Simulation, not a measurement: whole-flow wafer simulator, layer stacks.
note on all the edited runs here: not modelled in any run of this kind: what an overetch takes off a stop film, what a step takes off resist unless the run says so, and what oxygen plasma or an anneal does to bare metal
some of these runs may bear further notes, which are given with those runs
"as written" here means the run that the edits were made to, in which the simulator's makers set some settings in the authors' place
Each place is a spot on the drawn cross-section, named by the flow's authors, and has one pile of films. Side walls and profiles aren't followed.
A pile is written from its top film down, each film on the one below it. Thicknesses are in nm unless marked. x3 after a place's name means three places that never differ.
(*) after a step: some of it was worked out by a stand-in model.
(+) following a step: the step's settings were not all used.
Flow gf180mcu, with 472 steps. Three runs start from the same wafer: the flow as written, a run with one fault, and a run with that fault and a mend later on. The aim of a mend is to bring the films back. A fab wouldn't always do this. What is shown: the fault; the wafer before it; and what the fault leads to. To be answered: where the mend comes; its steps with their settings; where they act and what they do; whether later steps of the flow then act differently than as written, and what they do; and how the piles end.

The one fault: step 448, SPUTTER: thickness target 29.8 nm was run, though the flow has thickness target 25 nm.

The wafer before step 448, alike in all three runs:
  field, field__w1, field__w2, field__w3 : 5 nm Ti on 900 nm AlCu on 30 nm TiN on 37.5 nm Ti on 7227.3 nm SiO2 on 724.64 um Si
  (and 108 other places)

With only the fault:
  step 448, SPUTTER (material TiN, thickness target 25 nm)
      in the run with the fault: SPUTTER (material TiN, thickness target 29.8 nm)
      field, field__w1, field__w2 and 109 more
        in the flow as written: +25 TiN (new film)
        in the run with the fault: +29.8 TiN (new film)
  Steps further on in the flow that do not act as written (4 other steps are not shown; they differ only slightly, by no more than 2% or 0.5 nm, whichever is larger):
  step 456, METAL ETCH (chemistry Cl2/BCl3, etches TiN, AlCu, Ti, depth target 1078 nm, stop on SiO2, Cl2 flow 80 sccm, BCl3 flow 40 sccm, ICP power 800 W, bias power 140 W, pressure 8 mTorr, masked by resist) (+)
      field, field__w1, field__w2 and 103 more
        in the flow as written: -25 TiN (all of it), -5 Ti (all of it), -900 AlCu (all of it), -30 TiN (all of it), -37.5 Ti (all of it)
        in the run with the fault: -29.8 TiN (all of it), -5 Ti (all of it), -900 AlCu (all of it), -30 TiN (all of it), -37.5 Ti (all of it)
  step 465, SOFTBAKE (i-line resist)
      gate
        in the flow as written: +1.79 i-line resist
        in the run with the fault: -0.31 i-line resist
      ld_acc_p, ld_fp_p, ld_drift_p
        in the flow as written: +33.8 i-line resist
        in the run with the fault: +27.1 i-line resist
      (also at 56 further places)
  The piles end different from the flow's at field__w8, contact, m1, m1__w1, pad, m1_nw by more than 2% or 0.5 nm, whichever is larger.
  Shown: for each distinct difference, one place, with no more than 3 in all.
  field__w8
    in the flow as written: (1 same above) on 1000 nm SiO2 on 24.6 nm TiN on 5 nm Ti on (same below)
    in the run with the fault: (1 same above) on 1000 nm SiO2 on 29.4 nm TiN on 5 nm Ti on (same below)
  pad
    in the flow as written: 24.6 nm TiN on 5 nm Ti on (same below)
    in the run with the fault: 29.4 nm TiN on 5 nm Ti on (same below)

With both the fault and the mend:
  The mend stands after step 455.
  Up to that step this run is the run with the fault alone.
  step 455a, STRIP (chemistry O2/N2, power 2160 W, pressure 1700 mTorr) (*)
      field__w8, contact, m1, m1__w1, pad, m1_nw
        -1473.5 resist (all of it)
  step 455b, METAL ETCH (chemistry Cl2/BCl3, etches TiN, AlCu, Ti, depth target 4.8 nm, Cl2 flow 80 sccm, BCl3 flow 40 sccm, ICP power 800 W, bias power 140 W, pressure 8 mTorr) (the flow's step 260, run once more with other settings)
      field, field__w1, field__w2 and 109 more
        -4.8 TiN
  step 455c, HMDS (120 C, 60 s) (the flow's step 450, run once more)
      does not change any film at any place that is followed
  step 455d, COAT (resist, thickness 1500 nm) (the flow's step 451, run once more)
      field, field__w1, field__w2 and 109 more
        +1500 resist (new film)
  step 455e, SOFTBAKE (resist) (the flow's step 452, run once more)
      does not change any film at any place that is followed
  step 455f, EXPOSE (photomask MetalTop) (the flow's step 453, run once more)
      does not change any film at any place that is followed
  step 455g, PEB (resist, 70.3 s) (the flow's step 454, run once more)
      field, field__w1, field__w2 and 109 more
        -26.5 resist
  step 455h, DEVELOP (thickness 1500 nm, 60 s) (the flow's step 455, run once more)
      field, field__w1, field__w2 and 103 more
        -1473.5 resist (all of it)
  None of the later steps of the flow acts differently than as written at any place that is followed.
  The piles end the same as the flow's at every place that both follow.
